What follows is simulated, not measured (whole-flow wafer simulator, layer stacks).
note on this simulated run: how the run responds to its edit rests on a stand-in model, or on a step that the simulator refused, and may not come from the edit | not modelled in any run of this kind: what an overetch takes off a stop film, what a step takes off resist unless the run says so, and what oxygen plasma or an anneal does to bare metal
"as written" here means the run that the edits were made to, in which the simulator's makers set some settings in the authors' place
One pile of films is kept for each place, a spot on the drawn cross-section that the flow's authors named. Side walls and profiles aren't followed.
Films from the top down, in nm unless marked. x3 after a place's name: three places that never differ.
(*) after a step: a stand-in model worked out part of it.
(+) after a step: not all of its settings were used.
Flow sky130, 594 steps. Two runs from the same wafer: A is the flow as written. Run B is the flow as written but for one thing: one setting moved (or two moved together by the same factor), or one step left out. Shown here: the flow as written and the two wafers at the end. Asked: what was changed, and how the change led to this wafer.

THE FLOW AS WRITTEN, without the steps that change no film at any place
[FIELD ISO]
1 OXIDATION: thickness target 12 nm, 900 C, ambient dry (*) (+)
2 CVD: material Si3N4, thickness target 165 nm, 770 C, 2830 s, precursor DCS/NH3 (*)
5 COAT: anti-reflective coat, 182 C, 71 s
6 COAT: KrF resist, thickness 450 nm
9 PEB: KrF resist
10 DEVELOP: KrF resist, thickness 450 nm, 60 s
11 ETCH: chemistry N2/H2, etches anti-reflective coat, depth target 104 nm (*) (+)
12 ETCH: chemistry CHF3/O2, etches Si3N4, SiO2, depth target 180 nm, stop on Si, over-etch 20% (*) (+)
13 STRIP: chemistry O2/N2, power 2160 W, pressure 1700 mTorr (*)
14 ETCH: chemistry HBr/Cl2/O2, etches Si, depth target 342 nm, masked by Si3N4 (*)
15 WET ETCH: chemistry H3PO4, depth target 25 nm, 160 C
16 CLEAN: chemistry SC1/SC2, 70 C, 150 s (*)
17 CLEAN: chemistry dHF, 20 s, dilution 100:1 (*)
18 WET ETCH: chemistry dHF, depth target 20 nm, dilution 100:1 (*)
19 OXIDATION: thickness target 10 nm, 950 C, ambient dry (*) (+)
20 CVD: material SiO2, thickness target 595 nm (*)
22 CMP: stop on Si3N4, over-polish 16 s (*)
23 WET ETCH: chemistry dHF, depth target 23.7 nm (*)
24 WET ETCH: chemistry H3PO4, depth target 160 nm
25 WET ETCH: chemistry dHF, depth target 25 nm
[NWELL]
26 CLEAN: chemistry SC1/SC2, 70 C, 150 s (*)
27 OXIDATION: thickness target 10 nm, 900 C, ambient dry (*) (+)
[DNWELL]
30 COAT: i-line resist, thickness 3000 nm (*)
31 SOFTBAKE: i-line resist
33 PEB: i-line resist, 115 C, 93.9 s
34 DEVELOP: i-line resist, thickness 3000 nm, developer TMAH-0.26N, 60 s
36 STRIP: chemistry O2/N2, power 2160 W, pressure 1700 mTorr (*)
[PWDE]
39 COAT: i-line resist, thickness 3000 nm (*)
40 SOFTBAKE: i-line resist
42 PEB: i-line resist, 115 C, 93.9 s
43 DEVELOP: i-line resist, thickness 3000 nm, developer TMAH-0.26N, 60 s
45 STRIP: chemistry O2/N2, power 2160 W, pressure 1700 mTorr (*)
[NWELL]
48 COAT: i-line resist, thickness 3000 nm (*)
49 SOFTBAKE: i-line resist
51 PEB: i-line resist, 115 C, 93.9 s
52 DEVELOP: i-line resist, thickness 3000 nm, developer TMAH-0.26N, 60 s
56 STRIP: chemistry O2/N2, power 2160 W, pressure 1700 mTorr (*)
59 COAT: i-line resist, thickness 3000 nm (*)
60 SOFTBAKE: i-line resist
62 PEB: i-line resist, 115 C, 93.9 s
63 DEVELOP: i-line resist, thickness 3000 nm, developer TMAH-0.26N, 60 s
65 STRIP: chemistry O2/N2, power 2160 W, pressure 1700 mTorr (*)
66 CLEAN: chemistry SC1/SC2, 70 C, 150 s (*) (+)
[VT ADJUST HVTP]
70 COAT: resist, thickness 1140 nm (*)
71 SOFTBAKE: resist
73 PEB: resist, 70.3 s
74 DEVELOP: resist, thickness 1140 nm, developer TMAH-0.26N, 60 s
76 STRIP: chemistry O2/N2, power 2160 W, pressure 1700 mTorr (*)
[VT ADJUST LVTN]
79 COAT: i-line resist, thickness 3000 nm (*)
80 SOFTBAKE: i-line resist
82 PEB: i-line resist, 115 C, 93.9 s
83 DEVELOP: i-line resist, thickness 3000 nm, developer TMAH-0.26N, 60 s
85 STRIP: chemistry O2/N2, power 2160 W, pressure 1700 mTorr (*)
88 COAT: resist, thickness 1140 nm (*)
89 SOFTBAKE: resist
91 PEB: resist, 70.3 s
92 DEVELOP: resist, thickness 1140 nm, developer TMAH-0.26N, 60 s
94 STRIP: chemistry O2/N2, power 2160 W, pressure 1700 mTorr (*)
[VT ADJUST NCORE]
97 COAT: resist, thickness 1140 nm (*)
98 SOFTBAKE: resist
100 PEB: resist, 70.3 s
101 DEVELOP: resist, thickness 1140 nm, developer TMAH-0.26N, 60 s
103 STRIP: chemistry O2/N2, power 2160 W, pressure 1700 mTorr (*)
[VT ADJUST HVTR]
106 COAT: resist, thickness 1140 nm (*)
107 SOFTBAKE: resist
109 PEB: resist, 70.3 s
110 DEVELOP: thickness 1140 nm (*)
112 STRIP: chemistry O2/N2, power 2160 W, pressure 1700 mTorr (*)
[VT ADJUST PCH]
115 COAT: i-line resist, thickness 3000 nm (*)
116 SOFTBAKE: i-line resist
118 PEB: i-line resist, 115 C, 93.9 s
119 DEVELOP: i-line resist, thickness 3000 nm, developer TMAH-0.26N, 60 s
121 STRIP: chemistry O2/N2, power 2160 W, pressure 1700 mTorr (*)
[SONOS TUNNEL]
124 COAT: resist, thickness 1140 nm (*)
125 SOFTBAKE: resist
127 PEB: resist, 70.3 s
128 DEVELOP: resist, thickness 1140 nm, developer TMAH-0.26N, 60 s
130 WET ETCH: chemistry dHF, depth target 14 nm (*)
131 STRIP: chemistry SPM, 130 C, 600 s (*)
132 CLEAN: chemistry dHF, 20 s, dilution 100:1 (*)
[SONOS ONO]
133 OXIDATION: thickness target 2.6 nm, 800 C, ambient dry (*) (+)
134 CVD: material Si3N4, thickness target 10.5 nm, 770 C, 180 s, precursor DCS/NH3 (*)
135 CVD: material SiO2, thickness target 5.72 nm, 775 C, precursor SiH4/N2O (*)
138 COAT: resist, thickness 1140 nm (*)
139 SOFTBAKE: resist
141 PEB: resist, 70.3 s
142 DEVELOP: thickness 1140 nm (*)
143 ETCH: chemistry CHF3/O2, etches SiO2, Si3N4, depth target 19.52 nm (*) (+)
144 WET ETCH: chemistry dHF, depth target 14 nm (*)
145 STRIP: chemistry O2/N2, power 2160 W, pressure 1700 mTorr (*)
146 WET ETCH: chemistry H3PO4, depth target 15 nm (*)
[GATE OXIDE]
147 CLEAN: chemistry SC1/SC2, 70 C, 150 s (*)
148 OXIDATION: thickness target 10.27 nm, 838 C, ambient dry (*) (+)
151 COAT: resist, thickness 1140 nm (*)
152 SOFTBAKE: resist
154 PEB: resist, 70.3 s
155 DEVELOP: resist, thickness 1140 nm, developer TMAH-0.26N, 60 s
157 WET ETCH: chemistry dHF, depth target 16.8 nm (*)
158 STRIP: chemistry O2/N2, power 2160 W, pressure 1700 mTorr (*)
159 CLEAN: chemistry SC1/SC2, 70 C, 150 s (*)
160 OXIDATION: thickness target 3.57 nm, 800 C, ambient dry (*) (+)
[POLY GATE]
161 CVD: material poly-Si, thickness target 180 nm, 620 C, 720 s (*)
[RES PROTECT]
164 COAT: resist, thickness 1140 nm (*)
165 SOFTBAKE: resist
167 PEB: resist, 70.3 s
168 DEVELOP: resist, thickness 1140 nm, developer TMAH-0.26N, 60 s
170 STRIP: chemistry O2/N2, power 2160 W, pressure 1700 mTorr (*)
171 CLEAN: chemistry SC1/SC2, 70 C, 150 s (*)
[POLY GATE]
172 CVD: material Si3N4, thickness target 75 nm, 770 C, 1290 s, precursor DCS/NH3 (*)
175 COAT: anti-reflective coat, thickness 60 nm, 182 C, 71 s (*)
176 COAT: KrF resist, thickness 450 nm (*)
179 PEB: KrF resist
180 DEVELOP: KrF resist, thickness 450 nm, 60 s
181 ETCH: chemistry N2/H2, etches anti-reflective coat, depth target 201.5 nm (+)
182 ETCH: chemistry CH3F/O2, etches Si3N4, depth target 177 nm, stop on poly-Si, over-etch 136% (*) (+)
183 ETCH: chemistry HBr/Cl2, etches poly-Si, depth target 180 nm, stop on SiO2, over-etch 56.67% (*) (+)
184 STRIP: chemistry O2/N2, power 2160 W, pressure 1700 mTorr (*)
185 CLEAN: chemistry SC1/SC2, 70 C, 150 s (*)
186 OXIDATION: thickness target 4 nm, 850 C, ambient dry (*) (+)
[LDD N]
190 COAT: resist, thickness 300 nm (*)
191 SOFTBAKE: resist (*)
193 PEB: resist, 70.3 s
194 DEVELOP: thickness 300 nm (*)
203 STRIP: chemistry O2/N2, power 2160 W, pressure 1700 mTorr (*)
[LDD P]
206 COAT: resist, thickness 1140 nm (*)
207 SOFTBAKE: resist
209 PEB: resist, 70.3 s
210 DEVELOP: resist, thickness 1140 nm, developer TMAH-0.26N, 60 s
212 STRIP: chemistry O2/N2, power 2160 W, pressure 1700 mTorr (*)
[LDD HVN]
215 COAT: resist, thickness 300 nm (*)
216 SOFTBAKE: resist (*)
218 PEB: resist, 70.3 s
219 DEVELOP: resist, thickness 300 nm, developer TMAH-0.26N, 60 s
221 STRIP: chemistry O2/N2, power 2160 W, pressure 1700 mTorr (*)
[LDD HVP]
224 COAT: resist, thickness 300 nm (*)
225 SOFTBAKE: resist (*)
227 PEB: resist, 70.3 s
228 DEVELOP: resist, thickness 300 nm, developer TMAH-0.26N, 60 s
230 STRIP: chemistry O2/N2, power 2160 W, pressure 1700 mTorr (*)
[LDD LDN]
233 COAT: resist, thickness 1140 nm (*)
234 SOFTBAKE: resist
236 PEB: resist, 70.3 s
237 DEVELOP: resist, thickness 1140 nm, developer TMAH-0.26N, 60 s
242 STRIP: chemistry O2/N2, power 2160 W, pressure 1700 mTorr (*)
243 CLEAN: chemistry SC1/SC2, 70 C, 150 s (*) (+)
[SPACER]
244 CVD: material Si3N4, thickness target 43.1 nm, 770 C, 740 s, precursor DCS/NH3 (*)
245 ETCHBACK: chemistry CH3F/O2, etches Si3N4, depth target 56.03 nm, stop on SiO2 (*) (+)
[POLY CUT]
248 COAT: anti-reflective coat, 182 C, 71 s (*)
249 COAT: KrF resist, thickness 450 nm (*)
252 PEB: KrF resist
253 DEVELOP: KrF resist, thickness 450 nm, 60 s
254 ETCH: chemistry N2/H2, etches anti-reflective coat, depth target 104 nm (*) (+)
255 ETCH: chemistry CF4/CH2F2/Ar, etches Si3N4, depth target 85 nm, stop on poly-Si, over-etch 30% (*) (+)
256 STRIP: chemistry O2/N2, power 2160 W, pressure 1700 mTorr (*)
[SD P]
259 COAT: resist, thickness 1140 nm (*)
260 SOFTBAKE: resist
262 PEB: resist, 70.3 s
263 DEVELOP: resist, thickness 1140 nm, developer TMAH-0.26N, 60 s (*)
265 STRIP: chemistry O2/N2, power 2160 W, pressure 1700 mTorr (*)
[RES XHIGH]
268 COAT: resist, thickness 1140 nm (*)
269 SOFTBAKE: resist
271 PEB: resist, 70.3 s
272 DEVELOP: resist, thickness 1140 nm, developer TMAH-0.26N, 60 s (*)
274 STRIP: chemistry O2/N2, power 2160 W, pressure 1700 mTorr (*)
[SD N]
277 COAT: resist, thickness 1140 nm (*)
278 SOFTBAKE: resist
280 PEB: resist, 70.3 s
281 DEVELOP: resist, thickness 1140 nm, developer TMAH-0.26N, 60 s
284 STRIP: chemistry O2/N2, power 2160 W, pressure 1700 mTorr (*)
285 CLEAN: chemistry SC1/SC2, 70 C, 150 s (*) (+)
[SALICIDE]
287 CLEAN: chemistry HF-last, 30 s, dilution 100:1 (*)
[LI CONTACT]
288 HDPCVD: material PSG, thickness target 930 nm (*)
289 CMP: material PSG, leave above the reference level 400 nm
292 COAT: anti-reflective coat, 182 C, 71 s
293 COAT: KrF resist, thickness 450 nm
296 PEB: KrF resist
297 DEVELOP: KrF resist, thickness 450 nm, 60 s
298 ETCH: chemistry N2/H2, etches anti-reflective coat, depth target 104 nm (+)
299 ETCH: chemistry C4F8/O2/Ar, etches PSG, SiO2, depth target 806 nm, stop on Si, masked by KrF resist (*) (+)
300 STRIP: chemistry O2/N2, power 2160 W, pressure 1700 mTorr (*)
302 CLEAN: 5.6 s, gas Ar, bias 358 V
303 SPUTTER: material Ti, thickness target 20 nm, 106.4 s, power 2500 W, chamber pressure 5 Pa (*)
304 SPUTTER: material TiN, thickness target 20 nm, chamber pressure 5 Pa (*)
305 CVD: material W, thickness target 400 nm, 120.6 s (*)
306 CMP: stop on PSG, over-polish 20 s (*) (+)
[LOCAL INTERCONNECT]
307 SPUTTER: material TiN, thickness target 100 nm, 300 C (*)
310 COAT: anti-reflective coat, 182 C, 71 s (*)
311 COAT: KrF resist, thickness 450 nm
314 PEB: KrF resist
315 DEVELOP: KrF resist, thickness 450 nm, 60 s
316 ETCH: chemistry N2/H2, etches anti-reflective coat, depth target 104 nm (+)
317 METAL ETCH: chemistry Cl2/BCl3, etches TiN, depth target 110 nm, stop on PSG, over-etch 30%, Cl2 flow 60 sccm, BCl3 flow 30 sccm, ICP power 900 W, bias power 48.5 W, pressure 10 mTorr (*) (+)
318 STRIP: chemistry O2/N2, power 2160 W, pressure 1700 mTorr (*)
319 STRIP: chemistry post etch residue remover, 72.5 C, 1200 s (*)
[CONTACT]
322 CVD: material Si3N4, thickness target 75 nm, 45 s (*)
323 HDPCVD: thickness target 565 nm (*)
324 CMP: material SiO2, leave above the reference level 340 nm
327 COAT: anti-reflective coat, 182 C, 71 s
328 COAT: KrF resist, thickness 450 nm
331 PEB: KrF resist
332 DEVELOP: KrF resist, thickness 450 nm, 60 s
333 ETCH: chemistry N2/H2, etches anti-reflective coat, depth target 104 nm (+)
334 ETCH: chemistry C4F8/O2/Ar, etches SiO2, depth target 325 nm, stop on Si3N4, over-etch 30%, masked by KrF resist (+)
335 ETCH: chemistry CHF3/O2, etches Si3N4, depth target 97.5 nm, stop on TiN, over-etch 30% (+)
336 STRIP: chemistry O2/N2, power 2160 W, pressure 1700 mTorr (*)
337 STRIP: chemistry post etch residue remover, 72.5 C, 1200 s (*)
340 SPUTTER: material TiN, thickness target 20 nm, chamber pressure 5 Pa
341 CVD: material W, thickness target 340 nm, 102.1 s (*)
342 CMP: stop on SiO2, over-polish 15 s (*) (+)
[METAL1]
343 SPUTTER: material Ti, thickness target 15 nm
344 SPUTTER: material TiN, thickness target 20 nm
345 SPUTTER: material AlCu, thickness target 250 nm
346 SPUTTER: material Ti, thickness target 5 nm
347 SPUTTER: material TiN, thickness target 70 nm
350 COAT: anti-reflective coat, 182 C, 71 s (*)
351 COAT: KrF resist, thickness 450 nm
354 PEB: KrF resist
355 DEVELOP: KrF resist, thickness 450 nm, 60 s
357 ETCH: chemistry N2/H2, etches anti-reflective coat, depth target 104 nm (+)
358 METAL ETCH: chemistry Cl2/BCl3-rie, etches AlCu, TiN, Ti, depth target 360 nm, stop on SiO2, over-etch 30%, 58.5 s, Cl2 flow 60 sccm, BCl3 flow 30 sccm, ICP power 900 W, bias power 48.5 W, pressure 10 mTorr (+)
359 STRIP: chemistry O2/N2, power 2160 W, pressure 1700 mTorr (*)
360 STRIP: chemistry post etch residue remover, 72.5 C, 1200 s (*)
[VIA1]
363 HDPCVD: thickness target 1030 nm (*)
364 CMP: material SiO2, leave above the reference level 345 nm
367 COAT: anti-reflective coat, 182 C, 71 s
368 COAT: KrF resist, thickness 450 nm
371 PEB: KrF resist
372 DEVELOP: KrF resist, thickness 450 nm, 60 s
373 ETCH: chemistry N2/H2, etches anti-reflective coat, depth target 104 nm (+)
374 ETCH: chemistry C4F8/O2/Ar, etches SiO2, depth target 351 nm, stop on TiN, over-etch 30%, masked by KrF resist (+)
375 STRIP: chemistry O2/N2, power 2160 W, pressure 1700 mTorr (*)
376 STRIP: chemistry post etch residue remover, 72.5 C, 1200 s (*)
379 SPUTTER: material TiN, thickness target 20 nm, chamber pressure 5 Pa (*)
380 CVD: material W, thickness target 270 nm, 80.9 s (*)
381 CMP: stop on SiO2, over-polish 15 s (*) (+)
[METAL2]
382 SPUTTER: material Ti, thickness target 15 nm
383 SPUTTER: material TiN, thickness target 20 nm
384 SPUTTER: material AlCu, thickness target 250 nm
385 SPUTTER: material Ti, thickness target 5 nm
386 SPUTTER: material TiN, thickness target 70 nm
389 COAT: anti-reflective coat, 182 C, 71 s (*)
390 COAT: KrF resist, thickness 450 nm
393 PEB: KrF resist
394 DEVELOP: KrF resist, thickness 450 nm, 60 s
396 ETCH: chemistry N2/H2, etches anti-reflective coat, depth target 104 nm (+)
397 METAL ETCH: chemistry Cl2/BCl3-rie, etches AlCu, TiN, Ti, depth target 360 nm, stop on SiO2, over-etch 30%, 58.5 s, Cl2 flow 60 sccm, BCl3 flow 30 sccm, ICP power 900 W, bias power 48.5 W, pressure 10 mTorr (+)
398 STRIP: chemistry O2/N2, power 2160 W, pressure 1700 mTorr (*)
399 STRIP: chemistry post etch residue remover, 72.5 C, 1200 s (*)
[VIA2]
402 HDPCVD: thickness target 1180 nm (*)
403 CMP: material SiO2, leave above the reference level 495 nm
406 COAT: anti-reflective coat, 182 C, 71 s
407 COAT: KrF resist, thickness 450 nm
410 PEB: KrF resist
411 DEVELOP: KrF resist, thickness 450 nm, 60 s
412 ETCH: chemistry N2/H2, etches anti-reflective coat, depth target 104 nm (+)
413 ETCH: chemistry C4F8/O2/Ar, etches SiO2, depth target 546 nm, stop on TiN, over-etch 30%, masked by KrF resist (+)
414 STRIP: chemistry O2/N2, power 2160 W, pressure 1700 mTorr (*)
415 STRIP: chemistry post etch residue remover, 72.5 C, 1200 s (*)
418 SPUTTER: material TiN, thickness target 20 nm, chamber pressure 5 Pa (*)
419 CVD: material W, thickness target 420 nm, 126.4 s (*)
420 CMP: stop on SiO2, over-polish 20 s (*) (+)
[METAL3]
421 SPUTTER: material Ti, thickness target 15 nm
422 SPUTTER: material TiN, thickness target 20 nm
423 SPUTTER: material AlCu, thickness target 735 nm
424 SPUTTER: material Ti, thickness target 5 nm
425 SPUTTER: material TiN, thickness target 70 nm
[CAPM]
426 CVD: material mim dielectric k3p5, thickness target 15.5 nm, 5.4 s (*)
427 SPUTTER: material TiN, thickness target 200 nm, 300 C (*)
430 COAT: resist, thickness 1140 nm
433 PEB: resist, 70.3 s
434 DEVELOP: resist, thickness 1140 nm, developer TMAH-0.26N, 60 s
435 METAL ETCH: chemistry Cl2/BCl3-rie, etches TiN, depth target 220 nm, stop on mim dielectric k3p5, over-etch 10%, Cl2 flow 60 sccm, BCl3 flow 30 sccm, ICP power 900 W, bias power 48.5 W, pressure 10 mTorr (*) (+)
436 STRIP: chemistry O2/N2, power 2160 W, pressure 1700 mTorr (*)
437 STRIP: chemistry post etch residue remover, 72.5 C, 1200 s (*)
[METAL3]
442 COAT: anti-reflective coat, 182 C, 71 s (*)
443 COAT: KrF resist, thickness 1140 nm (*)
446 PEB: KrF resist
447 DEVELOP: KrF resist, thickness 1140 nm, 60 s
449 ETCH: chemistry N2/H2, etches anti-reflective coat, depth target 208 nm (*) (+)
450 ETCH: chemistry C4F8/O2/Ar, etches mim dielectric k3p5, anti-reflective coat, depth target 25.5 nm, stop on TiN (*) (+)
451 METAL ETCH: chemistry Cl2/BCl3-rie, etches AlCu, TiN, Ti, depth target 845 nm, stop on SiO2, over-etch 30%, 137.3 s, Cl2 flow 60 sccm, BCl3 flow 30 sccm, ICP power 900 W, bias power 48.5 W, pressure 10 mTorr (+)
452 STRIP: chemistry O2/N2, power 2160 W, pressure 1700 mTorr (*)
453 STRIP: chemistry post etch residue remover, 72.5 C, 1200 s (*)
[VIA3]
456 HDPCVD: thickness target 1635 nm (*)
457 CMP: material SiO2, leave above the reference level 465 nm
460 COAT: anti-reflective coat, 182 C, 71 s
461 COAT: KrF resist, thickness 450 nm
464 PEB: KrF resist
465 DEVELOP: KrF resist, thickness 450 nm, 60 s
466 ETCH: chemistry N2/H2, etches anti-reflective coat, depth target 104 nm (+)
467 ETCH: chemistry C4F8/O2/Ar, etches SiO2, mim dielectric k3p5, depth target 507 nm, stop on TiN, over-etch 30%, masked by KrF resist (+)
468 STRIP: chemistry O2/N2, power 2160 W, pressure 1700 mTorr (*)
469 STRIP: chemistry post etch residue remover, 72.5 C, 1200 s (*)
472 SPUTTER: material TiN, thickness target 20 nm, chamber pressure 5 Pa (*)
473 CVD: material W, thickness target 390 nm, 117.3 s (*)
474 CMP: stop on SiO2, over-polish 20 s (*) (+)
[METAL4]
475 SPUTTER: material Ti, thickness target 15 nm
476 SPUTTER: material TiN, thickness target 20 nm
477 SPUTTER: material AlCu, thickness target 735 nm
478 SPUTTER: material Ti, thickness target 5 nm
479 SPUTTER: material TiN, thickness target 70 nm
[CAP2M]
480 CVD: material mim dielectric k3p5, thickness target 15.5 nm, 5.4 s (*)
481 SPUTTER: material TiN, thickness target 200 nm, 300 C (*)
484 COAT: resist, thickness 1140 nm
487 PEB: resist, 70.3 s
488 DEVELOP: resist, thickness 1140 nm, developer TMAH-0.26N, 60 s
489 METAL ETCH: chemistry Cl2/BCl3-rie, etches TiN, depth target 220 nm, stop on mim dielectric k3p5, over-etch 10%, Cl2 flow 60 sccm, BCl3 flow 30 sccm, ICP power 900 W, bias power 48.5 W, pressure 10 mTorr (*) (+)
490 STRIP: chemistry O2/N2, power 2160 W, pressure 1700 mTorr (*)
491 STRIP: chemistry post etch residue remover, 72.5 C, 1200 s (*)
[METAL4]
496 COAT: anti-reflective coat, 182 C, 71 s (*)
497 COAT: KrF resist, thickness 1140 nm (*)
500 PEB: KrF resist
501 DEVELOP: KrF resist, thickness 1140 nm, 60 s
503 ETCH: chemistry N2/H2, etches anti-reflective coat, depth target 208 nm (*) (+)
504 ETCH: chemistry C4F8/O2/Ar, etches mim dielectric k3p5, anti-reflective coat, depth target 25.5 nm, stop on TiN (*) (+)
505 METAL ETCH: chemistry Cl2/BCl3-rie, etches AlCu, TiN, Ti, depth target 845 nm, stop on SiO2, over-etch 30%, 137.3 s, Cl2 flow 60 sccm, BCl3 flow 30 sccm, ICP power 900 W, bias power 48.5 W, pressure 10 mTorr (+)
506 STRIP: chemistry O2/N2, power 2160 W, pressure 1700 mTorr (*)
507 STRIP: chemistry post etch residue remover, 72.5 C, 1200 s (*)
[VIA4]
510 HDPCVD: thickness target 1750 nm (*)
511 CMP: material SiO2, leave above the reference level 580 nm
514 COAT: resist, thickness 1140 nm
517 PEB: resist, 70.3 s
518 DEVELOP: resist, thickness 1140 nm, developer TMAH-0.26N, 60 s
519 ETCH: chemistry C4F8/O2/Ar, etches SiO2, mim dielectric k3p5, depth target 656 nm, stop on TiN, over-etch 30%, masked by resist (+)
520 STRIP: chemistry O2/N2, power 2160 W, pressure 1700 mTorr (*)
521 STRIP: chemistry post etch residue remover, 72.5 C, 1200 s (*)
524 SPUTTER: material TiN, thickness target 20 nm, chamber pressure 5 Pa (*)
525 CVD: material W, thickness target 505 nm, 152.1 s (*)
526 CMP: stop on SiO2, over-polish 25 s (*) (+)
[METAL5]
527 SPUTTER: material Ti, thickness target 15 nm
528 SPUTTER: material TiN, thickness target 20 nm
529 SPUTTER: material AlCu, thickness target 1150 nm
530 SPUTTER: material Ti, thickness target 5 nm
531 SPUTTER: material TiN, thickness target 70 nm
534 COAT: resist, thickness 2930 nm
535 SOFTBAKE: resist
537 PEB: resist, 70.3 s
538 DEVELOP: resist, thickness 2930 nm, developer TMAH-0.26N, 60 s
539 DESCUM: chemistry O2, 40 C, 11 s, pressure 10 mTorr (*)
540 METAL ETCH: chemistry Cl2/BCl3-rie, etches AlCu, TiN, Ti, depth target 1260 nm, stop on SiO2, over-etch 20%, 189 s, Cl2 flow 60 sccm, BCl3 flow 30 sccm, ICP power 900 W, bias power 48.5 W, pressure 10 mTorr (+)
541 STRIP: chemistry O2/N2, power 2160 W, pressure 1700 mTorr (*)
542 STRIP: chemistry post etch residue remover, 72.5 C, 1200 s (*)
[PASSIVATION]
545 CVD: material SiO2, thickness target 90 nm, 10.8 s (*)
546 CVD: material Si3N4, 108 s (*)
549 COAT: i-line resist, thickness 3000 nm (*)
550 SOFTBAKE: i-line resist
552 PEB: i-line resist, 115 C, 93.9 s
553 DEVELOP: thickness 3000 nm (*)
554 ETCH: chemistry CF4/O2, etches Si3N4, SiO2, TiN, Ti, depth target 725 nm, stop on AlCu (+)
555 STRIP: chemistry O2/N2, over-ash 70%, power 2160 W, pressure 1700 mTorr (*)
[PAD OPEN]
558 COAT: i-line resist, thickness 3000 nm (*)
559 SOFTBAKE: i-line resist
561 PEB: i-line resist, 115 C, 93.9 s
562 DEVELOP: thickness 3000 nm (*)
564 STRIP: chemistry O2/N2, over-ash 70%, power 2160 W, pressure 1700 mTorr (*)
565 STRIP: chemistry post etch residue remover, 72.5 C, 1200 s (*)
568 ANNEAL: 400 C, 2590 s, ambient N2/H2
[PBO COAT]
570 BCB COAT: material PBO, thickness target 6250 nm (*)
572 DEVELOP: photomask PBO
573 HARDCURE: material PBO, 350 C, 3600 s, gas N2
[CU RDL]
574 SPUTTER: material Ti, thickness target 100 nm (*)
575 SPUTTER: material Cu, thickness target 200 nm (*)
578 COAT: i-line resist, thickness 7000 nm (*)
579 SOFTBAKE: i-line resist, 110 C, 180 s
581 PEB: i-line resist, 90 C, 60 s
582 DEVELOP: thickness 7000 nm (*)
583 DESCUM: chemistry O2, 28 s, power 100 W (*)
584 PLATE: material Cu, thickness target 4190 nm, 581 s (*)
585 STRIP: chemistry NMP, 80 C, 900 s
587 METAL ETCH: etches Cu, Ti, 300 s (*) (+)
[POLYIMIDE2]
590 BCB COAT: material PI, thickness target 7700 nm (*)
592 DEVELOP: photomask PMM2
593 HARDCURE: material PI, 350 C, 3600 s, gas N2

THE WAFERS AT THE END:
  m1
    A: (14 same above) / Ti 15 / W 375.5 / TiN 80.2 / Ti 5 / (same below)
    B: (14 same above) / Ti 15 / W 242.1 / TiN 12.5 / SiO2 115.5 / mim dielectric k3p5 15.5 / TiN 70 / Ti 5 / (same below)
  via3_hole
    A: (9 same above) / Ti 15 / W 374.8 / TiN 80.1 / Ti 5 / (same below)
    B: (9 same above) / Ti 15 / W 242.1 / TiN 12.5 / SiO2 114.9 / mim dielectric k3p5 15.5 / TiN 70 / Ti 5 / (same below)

The cause: step 467, ETCH: depth target 259 nm was run, where the flow has depth target 507 nm.

How the change led to this, step by step:
  467 ETCH: chemistry C4F8/O2/Ar, etches SiO2, mim dielectric k3p5, depth target 507 nm, stop on TiN, over-etch 30%, masked by KrF resist (+)
      m1: A SiO2 -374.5 (all of it), mim dielectric k3p5 -15.5 (all of it) | B SiO2 -259
      via3_hole: A SiO2 -373.9 (all of it), mim dielectric k3p5 -15.5 (all of it) | B SiO2 -259
      (and at 190 more places)
  468 STRIP: chemistry O2/N2, power 2160 W, pressure 1700 mTorr (*)
      field, active, n_well and 187 more: A KrF resist -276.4 (all of it), anti-reflective coat -80 (all of it) | B KrF resist -326 (all of it), anti-reflective coat -80 (all of it)
  472 SPUTTER: material TiN, thickness target 20 nm, chamber pressure 5 Pa (*)
      m1, via3_hole: A TiN +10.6 | B TiN +12.5 (new film)
  473 CVD: material W, thickness target 390 nm, 117.3 s (*)
      m1: A W +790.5 (new film) | B W +657.1 (new film)
      via3_hole: A W +789.9 (new film) | B W +657.1 (new film)
Counting metal films that touch as one body, m1 has 3 bodies (between them, from the top down: SiO2 115.5 / mim dielectric k3p5 15.5; SiO2 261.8 / Si3N4 75); the flow as written gives 2 bodies (between them, from the top down: SiO2 261.8 / Si3N4 75).
Counting metal films that touch as one body, via3_hole has 2 bodies (between them, from the top down: SiO2 114.9 / mim dielectric k3p5 15.5); the flow as written gives 1 body.
